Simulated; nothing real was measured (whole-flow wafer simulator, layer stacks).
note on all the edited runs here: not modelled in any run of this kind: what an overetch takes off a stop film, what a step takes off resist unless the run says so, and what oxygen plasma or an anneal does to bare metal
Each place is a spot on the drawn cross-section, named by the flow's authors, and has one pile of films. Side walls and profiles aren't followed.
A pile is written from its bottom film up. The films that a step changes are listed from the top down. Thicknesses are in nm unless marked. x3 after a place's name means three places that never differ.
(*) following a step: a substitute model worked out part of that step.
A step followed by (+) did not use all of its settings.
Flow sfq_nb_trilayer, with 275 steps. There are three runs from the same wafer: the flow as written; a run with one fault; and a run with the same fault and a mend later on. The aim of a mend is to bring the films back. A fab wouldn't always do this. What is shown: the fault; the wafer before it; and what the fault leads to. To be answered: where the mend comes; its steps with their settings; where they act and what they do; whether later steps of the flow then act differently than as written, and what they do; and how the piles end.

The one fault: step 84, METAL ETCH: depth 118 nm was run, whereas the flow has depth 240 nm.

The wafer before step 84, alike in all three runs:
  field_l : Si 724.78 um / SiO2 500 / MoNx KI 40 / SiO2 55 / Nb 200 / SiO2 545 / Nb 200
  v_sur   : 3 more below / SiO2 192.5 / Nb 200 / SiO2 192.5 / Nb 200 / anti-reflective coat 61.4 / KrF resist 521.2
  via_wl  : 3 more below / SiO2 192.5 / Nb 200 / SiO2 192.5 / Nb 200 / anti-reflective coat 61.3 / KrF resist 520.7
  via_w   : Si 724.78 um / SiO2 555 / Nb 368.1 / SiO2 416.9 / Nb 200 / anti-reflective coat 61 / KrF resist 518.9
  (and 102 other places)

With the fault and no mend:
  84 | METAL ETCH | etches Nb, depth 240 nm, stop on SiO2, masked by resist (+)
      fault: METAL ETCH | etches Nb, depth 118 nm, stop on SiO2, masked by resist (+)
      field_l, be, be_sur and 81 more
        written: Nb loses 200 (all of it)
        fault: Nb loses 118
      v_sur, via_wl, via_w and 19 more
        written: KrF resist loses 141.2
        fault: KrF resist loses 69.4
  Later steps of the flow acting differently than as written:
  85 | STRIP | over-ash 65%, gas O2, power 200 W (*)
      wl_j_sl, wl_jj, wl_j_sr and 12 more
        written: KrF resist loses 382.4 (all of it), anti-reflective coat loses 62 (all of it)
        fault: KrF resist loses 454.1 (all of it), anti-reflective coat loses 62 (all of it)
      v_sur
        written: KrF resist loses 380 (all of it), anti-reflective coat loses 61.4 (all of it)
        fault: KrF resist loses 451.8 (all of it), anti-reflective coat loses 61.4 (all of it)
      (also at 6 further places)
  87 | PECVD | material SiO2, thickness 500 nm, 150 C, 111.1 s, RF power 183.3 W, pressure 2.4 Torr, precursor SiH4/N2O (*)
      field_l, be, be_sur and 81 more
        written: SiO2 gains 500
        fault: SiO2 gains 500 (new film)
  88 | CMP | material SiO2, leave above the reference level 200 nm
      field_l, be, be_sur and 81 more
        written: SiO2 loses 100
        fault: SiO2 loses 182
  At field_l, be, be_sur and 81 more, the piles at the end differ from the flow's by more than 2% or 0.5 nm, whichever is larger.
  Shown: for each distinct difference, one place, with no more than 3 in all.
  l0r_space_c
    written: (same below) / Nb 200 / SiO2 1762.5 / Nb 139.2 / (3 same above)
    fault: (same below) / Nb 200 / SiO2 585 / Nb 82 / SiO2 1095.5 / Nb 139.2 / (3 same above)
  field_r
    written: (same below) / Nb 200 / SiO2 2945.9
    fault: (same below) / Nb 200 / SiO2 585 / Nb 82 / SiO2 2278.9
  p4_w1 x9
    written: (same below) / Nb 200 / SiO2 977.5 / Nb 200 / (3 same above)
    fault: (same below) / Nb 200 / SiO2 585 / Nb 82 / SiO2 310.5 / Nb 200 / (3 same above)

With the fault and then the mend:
  After step 84 comes the mend.
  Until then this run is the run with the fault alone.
  84a | METAL ETCH | etches Nb, depth 122 nm, stop on SiO2, masked by resist (+) (the flow's step 84 again, with other settings)
      field_l, be, be_sur and 81 more
        Nb loses 82 (all of it)
      v_sur, via_wl, via_w and 19 more
        KrF resist loses 71.8
  None of the later steps of the flow acts differently than as written at any place that is followed.
  The piles end the same as the flow's at every place that both follow.
